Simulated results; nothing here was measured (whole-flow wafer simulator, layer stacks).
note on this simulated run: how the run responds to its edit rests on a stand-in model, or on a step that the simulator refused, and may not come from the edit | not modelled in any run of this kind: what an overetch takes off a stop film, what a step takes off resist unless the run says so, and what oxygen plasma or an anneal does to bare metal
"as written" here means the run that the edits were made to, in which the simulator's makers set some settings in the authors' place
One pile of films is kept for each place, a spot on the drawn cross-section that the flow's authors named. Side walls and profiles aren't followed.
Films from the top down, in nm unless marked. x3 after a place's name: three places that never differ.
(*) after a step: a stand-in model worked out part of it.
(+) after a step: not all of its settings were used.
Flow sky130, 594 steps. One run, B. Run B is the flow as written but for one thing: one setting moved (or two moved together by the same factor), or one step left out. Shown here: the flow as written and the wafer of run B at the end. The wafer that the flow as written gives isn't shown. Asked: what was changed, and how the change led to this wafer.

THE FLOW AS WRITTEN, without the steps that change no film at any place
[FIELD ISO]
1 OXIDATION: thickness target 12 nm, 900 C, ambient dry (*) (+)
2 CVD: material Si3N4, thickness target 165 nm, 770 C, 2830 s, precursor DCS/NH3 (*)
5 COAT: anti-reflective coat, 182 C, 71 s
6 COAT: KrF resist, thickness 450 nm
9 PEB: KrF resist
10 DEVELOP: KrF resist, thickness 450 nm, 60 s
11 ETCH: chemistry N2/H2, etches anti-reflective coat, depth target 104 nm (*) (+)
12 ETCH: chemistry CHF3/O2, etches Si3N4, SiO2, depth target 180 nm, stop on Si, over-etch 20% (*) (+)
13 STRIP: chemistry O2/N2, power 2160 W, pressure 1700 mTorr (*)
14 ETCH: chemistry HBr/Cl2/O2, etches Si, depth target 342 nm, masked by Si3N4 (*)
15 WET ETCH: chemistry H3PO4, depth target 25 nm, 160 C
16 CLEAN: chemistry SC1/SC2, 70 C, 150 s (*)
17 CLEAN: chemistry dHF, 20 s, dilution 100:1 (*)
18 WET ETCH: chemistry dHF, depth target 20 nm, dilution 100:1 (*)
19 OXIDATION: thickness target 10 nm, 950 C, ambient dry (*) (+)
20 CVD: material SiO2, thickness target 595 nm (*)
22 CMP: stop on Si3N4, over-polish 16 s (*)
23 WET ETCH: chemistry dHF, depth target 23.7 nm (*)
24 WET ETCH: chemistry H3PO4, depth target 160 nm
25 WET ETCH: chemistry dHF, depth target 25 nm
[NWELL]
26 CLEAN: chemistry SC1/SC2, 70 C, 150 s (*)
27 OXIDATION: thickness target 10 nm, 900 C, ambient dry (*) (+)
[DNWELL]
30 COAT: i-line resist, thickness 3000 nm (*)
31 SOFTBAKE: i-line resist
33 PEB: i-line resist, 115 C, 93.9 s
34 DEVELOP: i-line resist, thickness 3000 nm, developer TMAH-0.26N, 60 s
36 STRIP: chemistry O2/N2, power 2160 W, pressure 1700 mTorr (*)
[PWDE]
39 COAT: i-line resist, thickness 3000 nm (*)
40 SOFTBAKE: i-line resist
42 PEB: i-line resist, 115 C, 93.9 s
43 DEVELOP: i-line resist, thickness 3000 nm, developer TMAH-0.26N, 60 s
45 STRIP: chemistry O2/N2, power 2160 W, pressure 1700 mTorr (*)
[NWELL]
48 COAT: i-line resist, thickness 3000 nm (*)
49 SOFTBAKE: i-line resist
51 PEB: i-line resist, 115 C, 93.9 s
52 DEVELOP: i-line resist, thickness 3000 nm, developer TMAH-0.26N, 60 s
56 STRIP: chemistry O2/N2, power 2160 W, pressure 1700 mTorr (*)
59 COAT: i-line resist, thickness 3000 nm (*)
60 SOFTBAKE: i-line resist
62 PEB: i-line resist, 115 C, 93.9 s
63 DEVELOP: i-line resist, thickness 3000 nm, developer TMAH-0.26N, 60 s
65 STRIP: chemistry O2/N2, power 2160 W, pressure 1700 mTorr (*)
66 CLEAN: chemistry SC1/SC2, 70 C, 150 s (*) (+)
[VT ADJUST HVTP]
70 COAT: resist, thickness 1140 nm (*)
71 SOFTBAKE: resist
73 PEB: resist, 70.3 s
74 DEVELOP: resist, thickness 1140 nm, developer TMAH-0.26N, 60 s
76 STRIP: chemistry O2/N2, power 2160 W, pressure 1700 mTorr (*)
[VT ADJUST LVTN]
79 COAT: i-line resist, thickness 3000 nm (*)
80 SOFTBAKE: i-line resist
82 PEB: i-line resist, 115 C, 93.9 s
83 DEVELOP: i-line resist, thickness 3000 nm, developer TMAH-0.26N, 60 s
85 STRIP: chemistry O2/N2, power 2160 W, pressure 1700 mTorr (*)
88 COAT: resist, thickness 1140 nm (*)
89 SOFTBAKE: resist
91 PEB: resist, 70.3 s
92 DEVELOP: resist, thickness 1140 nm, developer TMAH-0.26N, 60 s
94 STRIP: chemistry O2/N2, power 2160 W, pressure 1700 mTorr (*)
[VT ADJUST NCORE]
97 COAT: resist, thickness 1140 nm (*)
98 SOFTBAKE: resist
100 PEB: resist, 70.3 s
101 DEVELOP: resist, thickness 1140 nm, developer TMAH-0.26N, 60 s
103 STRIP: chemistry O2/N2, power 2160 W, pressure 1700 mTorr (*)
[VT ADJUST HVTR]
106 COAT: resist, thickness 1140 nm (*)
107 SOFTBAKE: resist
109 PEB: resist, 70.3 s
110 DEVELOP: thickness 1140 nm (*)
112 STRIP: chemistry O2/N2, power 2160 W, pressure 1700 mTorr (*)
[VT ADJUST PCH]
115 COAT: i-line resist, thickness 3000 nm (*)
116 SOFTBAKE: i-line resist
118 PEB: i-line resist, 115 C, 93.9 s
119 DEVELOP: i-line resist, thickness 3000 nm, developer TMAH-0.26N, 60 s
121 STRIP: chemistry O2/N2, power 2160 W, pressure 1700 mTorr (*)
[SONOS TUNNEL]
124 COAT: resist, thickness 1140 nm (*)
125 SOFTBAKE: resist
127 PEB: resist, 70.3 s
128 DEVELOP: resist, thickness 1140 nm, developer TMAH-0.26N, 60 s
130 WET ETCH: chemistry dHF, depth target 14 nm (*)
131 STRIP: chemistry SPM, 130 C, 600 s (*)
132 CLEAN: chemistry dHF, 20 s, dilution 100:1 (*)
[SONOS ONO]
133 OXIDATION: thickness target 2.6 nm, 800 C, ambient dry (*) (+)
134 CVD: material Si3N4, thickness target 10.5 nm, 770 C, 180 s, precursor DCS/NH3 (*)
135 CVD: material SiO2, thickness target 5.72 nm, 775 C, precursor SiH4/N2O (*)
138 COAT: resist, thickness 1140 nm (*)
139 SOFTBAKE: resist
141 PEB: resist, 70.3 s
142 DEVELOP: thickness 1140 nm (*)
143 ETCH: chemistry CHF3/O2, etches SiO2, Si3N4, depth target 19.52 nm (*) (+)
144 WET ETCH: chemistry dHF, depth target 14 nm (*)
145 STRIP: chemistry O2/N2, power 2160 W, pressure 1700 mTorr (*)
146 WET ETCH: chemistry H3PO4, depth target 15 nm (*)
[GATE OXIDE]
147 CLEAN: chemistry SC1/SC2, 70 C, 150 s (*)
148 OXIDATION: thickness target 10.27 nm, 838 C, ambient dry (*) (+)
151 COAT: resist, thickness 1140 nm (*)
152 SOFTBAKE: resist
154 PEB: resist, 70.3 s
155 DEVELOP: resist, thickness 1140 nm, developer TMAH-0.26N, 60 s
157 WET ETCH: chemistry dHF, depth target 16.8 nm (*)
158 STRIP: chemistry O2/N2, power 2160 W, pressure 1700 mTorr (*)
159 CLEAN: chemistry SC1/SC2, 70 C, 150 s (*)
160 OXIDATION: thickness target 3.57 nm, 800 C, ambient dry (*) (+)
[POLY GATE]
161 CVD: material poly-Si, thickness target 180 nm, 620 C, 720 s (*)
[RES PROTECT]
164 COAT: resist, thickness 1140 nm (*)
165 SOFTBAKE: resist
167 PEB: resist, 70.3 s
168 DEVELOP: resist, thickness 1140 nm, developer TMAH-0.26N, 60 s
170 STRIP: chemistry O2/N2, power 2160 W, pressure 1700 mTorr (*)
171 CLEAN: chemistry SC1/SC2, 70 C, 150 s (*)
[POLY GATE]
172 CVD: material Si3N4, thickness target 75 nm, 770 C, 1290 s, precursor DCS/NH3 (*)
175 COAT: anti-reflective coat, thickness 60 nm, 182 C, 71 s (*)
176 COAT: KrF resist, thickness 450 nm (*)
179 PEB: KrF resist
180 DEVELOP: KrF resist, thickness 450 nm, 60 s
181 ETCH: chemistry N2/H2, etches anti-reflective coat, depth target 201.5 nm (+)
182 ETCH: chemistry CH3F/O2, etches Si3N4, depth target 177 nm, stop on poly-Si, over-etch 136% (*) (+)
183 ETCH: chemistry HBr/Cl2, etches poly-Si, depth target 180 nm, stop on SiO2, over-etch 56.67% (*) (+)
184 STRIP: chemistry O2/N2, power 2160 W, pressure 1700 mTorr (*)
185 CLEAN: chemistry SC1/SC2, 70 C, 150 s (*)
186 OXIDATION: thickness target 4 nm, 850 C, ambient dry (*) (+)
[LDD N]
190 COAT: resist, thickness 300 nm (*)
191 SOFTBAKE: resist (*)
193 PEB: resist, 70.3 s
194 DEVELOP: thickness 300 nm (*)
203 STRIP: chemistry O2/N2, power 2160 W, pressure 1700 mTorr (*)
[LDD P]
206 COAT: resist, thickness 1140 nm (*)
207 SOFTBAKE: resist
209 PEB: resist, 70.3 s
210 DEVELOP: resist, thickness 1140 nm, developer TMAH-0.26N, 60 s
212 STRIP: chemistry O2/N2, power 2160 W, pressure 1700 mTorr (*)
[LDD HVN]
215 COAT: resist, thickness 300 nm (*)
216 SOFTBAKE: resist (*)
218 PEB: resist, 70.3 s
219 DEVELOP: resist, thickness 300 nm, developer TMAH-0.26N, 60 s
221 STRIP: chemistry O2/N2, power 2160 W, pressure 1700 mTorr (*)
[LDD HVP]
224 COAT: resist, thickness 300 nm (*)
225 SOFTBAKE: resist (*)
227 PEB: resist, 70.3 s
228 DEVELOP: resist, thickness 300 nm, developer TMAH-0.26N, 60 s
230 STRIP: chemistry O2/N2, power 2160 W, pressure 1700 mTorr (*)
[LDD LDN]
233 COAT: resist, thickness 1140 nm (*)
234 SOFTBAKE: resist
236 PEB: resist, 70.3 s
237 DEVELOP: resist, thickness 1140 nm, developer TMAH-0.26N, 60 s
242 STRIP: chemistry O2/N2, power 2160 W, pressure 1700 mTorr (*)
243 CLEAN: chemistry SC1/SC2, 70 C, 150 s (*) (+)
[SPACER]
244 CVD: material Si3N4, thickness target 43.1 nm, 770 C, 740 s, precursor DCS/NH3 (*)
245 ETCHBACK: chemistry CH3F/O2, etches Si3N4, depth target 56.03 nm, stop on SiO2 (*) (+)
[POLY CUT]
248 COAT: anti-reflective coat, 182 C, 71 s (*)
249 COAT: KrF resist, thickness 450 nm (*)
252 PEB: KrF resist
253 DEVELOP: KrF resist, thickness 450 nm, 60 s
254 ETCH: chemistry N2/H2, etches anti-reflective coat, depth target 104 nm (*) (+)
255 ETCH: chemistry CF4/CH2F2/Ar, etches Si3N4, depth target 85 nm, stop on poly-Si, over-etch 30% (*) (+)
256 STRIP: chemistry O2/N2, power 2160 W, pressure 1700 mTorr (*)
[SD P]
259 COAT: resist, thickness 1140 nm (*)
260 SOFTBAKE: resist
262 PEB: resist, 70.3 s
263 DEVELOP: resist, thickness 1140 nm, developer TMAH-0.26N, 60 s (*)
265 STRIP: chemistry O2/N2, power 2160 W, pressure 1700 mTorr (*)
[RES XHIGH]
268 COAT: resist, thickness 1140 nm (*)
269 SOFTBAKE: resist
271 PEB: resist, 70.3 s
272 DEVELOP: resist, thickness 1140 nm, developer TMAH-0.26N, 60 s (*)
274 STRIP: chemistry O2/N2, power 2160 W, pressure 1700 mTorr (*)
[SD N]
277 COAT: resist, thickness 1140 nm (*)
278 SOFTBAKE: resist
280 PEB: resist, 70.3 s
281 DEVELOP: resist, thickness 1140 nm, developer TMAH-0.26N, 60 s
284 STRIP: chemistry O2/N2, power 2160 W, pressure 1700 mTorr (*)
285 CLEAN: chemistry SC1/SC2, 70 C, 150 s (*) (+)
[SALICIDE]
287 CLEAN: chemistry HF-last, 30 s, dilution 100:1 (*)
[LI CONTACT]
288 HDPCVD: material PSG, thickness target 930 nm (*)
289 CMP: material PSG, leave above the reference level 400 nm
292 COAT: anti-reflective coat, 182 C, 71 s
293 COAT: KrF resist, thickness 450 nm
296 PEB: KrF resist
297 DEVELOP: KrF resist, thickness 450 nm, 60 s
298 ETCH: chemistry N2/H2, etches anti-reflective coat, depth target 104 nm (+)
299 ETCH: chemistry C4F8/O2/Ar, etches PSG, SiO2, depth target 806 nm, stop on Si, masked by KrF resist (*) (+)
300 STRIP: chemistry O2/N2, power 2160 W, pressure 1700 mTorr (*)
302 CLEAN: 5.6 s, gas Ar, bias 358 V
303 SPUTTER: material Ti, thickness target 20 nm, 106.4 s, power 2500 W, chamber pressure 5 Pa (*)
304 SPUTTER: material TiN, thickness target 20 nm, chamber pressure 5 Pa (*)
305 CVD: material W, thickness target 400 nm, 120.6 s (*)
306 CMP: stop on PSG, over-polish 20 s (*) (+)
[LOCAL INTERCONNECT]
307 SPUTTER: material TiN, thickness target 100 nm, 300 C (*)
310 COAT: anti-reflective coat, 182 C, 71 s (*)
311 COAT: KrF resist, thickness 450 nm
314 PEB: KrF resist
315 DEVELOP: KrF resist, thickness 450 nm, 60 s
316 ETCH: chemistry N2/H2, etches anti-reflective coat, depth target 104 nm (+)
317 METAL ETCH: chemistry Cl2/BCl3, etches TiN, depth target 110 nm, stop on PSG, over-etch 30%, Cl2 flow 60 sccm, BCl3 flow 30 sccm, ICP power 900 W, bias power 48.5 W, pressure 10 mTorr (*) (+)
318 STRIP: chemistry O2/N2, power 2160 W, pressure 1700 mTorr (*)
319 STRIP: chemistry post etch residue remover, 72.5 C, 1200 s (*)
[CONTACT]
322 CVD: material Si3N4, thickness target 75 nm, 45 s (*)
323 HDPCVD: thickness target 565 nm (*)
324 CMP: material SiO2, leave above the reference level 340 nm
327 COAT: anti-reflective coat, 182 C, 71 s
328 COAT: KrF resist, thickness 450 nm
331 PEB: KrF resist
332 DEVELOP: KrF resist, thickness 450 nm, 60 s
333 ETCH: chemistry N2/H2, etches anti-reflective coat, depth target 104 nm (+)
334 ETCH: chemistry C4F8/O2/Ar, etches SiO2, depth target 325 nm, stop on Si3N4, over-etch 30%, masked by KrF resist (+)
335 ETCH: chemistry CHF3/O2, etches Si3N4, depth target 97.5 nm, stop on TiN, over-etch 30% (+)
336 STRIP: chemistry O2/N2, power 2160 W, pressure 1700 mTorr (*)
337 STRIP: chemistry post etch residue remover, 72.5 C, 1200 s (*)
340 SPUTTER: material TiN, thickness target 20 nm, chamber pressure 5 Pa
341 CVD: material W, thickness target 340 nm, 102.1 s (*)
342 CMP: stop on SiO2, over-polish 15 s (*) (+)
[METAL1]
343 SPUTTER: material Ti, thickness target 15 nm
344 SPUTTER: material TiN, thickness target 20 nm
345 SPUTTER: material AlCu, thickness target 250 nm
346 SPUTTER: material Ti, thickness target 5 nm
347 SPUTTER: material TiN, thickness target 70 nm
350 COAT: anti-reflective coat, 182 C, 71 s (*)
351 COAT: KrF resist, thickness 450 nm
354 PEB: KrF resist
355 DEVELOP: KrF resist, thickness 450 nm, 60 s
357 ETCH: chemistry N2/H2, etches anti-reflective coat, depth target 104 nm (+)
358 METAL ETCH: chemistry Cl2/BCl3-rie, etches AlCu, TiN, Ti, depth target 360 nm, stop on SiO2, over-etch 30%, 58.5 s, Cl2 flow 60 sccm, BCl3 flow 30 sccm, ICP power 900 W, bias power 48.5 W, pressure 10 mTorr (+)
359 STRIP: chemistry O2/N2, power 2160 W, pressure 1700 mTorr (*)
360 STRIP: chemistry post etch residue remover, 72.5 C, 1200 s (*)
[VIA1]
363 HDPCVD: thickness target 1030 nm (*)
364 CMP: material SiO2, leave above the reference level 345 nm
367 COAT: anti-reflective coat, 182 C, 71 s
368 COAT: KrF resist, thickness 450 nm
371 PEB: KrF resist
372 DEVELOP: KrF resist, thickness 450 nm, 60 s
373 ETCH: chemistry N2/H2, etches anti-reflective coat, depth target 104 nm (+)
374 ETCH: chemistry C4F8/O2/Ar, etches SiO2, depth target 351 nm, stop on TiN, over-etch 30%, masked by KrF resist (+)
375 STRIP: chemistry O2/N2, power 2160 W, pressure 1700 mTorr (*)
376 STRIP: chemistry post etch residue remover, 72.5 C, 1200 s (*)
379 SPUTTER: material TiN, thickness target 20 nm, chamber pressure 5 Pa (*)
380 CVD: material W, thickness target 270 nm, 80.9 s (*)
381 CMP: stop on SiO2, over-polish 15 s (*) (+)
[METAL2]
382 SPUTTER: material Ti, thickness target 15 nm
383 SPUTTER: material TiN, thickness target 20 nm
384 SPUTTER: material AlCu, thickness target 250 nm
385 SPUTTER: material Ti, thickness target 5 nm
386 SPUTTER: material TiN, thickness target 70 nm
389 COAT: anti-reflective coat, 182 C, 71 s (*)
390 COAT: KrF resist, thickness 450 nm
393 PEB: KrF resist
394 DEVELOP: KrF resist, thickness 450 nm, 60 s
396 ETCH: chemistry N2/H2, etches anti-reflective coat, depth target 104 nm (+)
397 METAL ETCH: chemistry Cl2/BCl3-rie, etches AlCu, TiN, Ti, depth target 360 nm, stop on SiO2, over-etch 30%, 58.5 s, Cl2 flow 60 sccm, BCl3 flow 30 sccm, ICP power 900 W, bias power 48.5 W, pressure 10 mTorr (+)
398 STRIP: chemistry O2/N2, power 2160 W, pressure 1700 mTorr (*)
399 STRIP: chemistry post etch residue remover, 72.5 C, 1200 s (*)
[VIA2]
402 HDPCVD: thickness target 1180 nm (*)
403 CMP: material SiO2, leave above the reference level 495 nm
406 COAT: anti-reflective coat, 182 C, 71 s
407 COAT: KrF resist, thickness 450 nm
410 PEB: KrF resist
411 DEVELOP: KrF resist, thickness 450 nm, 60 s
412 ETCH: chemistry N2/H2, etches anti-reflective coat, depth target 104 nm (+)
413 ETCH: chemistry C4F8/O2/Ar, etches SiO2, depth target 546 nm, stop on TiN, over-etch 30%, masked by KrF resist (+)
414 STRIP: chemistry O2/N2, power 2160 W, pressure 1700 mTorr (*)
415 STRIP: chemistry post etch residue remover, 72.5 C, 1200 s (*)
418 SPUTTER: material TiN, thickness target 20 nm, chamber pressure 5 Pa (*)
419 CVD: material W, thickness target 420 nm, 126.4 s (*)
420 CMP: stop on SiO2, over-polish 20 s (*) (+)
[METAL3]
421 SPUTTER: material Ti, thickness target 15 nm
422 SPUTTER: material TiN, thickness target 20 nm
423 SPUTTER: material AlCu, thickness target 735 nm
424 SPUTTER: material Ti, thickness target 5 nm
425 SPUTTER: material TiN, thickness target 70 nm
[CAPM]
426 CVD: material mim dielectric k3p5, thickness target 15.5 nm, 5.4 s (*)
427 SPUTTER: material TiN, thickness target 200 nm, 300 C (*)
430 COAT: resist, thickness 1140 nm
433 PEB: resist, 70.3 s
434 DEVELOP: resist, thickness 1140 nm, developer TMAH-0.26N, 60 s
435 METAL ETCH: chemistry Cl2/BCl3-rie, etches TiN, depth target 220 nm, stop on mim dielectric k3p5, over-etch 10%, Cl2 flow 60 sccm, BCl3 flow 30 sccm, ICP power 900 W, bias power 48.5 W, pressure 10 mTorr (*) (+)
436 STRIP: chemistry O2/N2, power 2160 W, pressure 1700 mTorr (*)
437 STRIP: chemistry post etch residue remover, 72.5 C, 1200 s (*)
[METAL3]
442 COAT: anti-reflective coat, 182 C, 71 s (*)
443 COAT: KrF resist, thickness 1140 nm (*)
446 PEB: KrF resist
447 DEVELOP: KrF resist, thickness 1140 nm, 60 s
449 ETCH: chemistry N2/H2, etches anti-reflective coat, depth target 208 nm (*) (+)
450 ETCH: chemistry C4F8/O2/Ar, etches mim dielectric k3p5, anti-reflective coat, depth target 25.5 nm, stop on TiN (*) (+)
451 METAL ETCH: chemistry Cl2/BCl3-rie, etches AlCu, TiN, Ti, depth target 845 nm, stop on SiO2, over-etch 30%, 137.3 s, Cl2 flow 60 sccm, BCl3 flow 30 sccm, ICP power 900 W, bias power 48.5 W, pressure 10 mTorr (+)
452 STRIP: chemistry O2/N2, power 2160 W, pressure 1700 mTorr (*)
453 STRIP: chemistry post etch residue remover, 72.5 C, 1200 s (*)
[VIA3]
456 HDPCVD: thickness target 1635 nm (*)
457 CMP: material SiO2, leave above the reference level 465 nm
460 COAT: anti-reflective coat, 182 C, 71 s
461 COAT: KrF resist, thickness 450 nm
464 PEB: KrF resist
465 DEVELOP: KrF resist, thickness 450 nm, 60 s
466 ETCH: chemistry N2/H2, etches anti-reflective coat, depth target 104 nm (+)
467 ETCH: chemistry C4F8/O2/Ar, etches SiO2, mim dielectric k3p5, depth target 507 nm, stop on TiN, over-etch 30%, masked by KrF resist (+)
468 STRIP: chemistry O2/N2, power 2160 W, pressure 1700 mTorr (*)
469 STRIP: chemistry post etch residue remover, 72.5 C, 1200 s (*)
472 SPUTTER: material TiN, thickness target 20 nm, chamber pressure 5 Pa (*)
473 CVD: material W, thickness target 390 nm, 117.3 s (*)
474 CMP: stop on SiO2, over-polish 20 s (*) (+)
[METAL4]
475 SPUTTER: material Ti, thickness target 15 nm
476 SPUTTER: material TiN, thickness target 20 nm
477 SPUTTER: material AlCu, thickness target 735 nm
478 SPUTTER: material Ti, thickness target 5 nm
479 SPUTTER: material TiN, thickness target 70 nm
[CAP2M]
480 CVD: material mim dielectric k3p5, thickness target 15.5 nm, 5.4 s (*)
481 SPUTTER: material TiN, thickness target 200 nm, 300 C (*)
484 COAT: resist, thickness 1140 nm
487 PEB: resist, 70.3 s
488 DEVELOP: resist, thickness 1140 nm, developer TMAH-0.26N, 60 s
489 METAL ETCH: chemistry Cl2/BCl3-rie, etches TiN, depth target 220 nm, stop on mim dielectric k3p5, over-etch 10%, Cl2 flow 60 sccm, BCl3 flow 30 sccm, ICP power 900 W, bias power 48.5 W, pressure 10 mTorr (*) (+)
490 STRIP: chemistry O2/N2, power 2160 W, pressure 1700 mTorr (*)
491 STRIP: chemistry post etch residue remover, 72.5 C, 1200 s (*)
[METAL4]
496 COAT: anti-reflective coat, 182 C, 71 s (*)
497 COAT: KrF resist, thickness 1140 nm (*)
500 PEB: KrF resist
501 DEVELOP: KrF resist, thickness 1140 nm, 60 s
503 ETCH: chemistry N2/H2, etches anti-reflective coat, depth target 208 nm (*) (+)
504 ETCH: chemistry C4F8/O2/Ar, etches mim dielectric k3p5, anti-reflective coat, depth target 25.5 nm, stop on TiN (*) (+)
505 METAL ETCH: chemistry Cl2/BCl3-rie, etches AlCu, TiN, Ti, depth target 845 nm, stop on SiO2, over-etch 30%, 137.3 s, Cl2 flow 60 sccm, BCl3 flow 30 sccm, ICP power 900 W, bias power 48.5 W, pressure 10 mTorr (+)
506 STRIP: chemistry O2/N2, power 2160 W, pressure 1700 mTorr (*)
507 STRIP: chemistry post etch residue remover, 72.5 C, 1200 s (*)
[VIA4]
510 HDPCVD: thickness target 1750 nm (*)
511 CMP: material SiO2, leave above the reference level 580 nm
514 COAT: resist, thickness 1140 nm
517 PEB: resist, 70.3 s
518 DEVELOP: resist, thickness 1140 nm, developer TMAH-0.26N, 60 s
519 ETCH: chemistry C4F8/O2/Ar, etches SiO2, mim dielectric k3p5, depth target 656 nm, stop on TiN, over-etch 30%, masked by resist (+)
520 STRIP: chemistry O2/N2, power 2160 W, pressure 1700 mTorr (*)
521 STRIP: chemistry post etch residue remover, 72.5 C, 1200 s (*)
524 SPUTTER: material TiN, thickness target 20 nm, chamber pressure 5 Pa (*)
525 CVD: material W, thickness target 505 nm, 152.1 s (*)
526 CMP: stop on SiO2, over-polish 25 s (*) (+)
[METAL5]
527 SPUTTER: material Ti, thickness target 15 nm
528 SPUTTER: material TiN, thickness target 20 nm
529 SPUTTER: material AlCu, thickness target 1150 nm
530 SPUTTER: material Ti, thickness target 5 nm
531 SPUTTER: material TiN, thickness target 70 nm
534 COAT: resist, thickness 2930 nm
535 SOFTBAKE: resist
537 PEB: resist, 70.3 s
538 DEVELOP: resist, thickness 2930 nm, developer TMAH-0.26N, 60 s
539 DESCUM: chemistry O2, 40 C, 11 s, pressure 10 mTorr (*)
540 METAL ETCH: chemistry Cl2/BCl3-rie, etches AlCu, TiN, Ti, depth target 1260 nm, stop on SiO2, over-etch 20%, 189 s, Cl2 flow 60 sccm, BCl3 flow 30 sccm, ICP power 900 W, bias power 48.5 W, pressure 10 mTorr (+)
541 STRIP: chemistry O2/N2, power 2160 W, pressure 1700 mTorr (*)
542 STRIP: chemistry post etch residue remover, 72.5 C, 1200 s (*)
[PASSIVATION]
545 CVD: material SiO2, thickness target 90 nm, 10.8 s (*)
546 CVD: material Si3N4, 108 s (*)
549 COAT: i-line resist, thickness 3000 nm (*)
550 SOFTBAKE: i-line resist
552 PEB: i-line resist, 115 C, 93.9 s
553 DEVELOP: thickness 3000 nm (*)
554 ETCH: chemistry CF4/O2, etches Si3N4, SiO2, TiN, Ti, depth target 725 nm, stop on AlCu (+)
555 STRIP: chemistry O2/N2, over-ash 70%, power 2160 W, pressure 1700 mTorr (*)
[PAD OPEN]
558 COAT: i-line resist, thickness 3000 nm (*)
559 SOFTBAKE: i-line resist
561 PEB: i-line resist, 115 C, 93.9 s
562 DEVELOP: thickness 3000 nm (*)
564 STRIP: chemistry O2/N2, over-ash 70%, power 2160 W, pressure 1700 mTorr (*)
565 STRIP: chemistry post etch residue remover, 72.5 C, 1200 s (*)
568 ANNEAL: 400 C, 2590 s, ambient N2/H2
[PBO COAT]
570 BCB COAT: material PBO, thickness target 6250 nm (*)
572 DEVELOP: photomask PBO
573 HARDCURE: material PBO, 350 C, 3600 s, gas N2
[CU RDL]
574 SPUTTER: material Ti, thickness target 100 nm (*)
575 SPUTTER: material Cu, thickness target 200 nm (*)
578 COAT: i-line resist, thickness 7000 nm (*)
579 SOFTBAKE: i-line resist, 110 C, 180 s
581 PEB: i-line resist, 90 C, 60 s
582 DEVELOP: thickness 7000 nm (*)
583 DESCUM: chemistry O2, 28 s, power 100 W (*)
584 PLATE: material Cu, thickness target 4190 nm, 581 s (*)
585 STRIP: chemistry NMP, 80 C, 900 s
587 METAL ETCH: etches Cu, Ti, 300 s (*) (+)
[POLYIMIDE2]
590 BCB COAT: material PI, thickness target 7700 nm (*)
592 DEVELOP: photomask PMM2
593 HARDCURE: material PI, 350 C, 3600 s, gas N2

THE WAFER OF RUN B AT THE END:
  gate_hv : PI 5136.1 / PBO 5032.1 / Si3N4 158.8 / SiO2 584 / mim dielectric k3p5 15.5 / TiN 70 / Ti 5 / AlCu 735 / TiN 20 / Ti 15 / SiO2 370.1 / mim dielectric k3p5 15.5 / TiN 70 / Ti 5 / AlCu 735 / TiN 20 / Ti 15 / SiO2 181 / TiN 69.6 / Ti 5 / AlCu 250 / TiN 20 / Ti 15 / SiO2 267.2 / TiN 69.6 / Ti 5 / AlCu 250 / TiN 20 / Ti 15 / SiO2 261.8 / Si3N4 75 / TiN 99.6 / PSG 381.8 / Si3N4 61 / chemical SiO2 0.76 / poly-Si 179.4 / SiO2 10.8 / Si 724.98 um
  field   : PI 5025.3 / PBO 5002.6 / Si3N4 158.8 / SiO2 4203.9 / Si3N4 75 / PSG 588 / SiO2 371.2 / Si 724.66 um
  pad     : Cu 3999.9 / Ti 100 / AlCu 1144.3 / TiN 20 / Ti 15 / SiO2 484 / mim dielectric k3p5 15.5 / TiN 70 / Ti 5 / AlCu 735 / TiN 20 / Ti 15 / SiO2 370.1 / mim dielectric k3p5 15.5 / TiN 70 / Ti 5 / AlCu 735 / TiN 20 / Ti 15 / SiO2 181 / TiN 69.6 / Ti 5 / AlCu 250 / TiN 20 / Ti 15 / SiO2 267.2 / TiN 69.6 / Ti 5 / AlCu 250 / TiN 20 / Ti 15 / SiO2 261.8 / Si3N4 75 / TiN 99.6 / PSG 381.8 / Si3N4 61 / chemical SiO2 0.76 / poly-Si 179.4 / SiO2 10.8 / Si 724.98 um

The cause: step 403, CMP: leave above the reference level 260 nm was run, where the flow has leave above the reference level 495 nm.

How the change led to this, step by step:
  403 CMP: material SiO2, leave above the reference level 495 nm
      n_well, p_well, gate_hv and 101 more: SiO2 -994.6 (as written it would be: SiO2 -759.6)
      field, active, gate and 82 more: SiO2 -624.1 (as written it would be: SiO2 -389.1)
      (and at 2 more places)
  413 ETCH: chemistry C4F8/O2/Ar, etches SiO2, depth target 546 nm, stop on TiN, over-etch 30%, masked by KrF resist (+)
      field, active, n_well and 186 more: KrF resist -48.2 (as written it would be: KrF resist -109.2)
      m1: SiO2 -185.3 (all of it) (as written it would be: SiO2 -420.3 (all of it))
      (and at 1 more place)
  414 STRIP: chemistry O2/N2, power 2160 W, pressure 1700 mTorr (*)
      field, active, n_well and 186 more: KrF resist -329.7 (all of it), anti-reflective coat -80 (all of it) (as written it would be: KrF resist -268.6 (all of it), anti-reflective coat -80 (all of it))
  418 SPUTTER: material TiN, thickness target 20 nm, chamber pressure 5 Pa (*)
      m1, via2_hole: TiN +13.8 (as written it would be: TiN +10.2)
  419 CVD: material W, thickness target 420 nm, 126.4 s (*)
      m1: W +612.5 (new film) (as written it would be: W +851.1 (new film))
      via2_hole: W +612 (new film) (as written it would be: W +850.7 (new film))
